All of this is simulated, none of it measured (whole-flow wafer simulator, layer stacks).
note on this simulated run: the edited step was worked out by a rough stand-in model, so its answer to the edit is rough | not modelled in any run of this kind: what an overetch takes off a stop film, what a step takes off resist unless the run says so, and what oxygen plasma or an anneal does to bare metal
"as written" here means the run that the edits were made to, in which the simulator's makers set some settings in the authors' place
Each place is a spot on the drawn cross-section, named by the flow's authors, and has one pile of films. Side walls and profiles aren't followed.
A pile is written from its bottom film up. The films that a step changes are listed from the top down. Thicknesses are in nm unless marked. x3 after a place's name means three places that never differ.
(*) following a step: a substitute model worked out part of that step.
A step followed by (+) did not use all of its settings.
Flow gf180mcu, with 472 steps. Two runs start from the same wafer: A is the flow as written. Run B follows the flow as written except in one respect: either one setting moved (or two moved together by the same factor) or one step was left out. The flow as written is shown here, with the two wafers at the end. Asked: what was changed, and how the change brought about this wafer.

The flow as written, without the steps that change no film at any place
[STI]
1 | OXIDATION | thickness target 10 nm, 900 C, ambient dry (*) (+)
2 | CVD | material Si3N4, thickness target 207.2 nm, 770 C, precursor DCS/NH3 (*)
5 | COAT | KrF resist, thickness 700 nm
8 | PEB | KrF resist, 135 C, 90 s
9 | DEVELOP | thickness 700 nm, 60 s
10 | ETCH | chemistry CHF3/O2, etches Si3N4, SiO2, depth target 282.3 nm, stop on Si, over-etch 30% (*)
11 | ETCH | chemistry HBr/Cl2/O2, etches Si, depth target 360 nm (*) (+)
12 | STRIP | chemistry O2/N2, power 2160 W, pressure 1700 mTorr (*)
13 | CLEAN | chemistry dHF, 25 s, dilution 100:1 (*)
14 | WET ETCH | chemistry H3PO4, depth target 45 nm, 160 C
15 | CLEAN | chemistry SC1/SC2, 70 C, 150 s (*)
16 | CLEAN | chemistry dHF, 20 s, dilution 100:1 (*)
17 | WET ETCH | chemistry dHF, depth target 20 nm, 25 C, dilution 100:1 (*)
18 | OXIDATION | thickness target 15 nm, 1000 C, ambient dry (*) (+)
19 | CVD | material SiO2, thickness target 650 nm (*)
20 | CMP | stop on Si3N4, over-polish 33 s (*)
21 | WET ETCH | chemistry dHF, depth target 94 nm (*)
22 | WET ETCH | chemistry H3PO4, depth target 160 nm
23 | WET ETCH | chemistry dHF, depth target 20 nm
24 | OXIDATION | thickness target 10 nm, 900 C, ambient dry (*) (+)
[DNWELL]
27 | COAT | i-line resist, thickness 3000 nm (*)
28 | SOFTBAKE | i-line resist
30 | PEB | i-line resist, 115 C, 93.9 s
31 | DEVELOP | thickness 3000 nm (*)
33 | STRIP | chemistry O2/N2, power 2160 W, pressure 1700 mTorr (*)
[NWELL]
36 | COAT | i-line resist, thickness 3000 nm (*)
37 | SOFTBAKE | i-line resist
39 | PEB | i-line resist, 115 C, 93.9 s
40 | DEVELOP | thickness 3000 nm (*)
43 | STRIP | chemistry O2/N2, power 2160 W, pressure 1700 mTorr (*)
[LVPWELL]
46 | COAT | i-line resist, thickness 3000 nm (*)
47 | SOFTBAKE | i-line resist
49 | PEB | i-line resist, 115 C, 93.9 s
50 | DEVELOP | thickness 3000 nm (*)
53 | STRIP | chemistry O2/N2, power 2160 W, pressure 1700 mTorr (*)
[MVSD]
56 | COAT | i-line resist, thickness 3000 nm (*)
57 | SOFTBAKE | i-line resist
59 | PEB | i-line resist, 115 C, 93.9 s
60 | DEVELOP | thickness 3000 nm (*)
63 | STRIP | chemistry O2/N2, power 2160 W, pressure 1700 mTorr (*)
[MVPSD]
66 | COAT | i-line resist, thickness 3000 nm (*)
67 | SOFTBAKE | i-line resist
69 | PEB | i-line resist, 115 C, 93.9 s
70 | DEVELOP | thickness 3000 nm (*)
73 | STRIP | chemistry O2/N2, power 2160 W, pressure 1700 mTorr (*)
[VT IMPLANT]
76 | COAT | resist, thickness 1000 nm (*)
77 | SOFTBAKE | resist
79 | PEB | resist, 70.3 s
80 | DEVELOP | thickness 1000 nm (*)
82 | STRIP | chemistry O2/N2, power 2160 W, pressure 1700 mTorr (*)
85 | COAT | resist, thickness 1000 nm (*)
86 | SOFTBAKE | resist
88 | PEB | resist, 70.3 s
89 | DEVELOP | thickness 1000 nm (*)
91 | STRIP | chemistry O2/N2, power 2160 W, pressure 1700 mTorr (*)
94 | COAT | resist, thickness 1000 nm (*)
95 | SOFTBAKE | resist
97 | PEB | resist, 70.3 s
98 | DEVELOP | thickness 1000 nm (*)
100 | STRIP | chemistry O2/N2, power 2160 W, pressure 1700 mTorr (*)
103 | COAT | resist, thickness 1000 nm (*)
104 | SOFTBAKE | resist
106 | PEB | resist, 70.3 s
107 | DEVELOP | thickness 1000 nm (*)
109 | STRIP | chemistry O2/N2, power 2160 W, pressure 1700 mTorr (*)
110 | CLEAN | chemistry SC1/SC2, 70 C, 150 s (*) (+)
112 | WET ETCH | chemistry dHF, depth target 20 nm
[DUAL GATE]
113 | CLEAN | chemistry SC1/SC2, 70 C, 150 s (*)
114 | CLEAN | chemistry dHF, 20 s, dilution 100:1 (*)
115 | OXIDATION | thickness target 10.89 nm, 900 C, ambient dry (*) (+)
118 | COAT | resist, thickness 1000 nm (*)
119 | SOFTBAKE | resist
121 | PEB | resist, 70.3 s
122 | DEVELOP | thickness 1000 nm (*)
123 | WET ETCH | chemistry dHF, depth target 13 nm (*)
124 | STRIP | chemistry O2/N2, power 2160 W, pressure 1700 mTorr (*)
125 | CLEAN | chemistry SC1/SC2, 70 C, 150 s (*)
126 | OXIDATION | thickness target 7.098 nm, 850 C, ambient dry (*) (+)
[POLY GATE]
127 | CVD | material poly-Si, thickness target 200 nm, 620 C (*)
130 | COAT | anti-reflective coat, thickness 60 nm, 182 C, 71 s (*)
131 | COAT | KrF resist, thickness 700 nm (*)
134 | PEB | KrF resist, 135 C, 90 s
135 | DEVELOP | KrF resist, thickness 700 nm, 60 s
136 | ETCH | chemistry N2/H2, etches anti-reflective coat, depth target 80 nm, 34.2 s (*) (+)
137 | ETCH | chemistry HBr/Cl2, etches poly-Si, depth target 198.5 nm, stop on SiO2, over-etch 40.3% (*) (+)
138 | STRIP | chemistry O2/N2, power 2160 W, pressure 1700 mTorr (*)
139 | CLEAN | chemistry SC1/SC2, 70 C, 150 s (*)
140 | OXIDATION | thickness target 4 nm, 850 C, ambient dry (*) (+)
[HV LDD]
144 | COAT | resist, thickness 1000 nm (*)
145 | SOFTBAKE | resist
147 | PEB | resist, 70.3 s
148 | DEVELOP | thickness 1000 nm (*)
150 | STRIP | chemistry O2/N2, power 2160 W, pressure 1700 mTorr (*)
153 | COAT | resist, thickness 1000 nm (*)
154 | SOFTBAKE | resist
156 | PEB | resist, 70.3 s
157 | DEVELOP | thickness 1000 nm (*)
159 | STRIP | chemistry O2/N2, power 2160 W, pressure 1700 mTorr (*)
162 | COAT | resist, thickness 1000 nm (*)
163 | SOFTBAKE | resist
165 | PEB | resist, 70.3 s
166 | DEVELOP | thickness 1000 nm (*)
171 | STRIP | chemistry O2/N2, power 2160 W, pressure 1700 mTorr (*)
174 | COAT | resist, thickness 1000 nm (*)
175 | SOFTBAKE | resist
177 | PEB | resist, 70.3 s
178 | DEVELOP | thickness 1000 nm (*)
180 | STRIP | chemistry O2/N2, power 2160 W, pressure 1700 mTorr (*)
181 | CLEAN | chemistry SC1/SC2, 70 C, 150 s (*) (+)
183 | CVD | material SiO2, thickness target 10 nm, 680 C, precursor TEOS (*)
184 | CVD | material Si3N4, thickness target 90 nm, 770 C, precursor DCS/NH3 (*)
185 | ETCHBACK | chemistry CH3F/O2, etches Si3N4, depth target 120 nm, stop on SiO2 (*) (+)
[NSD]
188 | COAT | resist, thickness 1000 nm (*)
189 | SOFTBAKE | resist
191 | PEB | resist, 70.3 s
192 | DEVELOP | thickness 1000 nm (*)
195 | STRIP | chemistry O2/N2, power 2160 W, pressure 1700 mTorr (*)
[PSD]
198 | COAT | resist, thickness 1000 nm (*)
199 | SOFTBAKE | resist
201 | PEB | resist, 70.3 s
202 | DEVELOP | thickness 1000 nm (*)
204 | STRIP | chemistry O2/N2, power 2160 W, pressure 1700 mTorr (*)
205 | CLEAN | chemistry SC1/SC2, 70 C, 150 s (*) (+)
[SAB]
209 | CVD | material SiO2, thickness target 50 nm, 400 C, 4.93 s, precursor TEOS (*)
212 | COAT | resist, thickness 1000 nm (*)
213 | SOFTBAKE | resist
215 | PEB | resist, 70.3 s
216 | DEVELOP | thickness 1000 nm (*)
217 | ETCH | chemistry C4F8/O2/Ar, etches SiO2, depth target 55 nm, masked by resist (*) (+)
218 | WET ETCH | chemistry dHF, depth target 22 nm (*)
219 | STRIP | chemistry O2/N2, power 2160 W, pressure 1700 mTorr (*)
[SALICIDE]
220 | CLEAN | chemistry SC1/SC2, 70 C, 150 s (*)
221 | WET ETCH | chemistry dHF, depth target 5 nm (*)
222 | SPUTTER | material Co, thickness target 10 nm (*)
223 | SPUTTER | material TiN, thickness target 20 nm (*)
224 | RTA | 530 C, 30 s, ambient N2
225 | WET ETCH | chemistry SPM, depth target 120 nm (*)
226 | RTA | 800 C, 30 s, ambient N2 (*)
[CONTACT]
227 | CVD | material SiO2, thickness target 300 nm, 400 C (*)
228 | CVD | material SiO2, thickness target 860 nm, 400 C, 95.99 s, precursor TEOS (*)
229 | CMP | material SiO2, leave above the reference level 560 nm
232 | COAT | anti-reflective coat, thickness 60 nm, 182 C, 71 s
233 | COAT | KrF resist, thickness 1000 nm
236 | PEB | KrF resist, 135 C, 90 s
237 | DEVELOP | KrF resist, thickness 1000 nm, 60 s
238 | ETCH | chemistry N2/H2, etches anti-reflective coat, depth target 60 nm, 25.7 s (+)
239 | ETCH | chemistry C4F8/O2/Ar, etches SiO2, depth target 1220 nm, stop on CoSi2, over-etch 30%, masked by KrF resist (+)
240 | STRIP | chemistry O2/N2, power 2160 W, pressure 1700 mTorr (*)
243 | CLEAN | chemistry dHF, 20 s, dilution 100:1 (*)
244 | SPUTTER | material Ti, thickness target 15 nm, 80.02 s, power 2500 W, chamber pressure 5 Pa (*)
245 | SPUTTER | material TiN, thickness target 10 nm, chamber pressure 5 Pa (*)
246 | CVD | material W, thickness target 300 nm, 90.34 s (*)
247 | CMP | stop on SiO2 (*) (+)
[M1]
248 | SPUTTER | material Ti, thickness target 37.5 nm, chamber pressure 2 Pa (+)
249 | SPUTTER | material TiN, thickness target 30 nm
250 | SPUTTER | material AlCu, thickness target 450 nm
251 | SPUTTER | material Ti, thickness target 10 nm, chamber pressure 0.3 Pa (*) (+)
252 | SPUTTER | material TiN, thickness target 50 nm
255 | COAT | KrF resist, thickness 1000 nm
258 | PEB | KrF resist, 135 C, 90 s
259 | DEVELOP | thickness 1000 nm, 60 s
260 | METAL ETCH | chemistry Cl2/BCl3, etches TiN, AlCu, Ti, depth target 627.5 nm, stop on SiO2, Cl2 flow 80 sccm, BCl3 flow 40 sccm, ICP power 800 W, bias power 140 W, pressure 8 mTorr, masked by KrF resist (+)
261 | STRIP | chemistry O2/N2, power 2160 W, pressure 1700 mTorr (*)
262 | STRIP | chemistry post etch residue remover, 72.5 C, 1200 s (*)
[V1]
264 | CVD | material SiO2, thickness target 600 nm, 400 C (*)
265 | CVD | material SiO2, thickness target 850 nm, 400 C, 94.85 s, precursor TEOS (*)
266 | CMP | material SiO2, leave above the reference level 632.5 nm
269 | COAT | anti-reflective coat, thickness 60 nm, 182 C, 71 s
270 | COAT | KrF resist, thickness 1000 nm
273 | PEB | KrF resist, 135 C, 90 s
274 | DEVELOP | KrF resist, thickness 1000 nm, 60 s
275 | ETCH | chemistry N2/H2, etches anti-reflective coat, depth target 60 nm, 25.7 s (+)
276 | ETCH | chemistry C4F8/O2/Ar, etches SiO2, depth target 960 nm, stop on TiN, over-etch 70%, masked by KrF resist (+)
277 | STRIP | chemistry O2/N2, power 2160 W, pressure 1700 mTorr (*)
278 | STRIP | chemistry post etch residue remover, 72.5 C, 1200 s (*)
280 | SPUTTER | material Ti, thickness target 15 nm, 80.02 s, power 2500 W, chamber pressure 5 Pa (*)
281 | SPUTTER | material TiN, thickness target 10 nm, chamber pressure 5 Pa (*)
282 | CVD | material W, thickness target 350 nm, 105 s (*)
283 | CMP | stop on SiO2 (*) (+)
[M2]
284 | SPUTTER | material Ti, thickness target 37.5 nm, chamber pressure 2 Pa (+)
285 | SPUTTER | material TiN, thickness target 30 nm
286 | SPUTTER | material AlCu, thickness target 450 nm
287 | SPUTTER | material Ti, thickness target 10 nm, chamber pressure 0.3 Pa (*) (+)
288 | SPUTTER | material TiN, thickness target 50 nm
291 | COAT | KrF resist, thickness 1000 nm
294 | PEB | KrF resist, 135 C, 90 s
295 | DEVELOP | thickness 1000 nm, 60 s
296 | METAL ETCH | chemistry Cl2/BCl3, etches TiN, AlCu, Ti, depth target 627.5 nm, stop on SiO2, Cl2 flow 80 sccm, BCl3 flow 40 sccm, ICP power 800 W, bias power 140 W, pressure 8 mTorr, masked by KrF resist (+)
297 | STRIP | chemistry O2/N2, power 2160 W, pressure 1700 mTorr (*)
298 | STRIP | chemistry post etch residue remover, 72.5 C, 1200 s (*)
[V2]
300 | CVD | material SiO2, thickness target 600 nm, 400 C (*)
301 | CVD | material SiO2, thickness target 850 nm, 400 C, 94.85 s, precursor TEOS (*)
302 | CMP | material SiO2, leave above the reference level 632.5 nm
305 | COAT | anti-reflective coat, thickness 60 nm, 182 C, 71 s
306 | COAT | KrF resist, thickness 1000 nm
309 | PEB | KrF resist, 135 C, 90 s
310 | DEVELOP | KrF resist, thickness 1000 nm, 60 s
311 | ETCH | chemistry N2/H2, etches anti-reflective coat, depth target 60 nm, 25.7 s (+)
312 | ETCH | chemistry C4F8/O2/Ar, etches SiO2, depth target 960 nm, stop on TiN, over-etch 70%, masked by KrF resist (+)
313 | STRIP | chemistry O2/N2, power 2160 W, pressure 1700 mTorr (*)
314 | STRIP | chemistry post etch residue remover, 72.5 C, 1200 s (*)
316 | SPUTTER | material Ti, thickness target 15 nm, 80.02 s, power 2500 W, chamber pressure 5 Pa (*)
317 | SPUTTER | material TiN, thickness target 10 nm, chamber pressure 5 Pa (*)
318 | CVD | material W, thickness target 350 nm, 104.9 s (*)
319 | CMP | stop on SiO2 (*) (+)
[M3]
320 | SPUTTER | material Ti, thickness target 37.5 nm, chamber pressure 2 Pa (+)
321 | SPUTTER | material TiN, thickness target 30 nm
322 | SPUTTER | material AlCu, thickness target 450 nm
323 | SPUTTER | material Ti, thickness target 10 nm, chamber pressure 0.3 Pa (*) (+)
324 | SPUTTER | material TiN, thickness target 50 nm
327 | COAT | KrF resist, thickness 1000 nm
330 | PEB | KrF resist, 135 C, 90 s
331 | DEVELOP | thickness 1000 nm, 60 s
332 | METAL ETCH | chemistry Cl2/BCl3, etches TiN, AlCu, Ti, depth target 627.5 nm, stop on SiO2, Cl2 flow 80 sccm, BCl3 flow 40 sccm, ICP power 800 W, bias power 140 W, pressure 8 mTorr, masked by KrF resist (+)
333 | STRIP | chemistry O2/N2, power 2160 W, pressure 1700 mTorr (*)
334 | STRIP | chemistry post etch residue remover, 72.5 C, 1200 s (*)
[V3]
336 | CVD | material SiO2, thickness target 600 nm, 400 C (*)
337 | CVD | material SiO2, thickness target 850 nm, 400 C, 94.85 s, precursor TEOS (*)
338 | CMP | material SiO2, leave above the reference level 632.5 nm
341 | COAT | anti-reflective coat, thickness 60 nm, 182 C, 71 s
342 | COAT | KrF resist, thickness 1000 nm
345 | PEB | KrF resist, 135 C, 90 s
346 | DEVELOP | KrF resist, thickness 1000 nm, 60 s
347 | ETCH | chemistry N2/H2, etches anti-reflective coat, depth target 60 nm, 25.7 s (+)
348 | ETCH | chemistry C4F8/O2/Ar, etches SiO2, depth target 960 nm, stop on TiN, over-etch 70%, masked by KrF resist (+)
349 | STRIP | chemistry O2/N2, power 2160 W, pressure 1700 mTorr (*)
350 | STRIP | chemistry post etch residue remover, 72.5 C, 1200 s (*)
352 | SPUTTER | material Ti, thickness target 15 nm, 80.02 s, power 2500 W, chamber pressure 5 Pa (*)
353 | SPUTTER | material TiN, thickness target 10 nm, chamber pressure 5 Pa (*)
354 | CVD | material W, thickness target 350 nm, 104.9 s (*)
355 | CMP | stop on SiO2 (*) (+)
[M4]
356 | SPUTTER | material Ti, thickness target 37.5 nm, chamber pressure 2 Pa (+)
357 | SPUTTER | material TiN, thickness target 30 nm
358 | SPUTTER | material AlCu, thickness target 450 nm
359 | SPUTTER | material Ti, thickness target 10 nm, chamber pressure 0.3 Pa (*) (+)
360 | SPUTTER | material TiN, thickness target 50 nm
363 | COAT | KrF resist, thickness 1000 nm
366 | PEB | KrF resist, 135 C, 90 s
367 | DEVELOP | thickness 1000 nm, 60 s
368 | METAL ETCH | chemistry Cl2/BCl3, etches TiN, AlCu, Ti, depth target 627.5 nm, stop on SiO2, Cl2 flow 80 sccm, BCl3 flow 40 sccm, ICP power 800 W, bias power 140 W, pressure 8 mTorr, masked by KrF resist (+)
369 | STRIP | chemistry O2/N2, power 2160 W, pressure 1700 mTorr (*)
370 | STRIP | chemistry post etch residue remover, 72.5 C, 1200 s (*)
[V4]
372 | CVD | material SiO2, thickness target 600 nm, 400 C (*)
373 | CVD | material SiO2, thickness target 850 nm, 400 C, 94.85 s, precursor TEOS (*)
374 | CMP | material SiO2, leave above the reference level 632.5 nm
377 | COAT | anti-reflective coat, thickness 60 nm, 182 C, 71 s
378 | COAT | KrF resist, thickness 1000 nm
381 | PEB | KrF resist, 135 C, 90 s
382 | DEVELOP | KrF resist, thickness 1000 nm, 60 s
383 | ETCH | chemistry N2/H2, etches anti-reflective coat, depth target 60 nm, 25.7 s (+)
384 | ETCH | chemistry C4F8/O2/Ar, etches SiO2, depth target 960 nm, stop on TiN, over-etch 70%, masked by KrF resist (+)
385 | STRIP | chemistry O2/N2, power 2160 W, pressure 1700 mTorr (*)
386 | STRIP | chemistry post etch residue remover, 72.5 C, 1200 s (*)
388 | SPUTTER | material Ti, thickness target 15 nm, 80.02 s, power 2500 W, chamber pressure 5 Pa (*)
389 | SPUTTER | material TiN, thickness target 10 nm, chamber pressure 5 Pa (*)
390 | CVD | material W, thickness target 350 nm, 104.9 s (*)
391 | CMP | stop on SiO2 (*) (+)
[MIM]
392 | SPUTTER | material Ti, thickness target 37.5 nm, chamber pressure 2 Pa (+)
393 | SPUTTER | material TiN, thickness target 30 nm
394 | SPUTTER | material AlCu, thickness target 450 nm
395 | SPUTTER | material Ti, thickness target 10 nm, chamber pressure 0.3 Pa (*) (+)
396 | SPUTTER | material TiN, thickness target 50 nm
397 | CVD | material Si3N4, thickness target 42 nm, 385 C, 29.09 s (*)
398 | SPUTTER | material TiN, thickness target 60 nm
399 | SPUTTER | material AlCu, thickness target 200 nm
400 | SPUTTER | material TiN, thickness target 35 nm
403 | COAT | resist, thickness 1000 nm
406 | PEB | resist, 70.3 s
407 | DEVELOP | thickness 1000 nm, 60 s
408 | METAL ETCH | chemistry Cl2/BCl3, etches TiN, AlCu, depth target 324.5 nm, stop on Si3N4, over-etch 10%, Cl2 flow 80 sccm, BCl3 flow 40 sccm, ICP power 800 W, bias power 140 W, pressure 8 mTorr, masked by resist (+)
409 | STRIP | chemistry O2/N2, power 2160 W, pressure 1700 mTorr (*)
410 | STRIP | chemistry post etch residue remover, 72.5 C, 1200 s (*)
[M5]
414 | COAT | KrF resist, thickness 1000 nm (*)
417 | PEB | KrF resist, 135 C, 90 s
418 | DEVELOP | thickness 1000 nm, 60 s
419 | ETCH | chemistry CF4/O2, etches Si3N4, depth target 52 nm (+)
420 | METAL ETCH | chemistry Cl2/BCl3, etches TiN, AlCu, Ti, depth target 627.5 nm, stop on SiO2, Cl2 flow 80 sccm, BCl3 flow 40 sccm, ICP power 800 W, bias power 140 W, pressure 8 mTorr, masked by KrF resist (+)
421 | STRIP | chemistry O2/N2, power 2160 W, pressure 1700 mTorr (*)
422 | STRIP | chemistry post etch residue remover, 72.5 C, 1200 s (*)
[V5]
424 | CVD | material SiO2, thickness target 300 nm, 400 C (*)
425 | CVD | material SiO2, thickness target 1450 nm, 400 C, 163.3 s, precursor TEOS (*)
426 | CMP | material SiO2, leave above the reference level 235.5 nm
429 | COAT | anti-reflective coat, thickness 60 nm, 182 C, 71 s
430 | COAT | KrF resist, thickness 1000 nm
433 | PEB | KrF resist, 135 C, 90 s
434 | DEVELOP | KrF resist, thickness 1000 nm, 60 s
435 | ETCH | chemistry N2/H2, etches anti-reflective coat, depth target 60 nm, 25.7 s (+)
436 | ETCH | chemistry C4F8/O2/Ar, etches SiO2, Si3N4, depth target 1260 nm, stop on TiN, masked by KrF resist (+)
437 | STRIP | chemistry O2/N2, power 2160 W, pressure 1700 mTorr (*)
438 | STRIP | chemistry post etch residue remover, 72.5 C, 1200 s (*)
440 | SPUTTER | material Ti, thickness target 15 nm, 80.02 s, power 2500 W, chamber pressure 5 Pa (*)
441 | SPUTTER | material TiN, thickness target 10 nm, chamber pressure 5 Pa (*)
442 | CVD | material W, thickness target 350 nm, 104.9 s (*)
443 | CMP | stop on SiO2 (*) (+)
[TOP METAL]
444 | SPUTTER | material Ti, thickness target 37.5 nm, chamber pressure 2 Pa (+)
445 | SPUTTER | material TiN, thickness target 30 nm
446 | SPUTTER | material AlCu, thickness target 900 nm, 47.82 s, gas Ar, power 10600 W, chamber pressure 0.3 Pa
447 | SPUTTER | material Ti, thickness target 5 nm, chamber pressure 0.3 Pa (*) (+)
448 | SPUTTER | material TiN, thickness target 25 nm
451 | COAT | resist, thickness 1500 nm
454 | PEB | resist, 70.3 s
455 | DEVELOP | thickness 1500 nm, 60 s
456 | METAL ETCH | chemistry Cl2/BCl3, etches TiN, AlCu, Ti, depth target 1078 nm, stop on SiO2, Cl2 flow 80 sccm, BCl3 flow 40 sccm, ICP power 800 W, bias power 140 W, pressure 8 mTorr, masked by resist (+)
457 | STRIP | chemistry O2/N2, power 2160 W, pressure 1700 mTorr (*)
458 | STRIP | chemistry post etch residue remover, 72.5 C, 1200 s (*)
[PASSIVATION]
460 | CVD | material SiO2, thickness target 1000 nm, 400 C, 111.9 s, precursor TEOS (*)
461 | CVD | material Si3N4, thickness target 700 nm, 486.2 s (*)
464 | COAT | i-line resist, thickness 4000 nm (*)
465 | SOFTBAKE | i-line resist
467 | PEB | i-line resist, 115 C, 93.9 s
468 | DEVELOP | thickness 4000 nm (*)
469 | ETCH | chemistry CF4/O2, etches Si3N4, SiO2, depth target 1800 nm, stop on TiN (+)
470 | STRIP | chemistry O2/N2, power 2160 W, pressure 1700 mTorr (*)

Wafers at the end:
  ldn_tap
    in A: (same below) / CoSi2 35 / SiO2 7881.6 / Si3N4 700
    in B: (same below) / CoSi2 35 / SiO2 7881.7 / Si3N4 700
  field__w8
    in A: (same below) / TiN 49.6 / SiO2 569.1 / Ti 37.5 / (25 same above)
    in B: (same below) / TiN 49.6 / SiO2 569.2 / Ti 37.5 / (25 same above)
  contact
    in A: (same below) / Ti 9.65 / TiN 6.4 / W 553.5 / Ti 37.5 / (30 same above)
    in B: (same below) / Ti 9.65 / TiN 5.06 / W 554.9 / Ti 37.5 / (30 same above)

What caused this: step 317, SPUTTER: thickness target 7.9 nm was run, whereas the flow has thickness target 10 nm.

The path from the change to this, step by step:
  317 | SPUTTER | material TiN, thickness target 10 nm, chamber pressure 5 Pa (*)
      field, field__w1, field__w2 and 107 more: A +10 TiN (new film) | B +7.9 TiN (new film)
      contact: A +6.4 TiN (new film) | B +5.06 TiN (new film)
  319 | CMP | stop on SiO2 (*) (+)
      field, field__w1, field__w2 and 107 more: A -350 W (all of it), -10 TiN (all of it), -15 Ti (all of it), -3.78 SiO2 | B -350 W (all of it), -7.9 TiN (all of it), -15 Ti (all of it), -3.76 SiO2
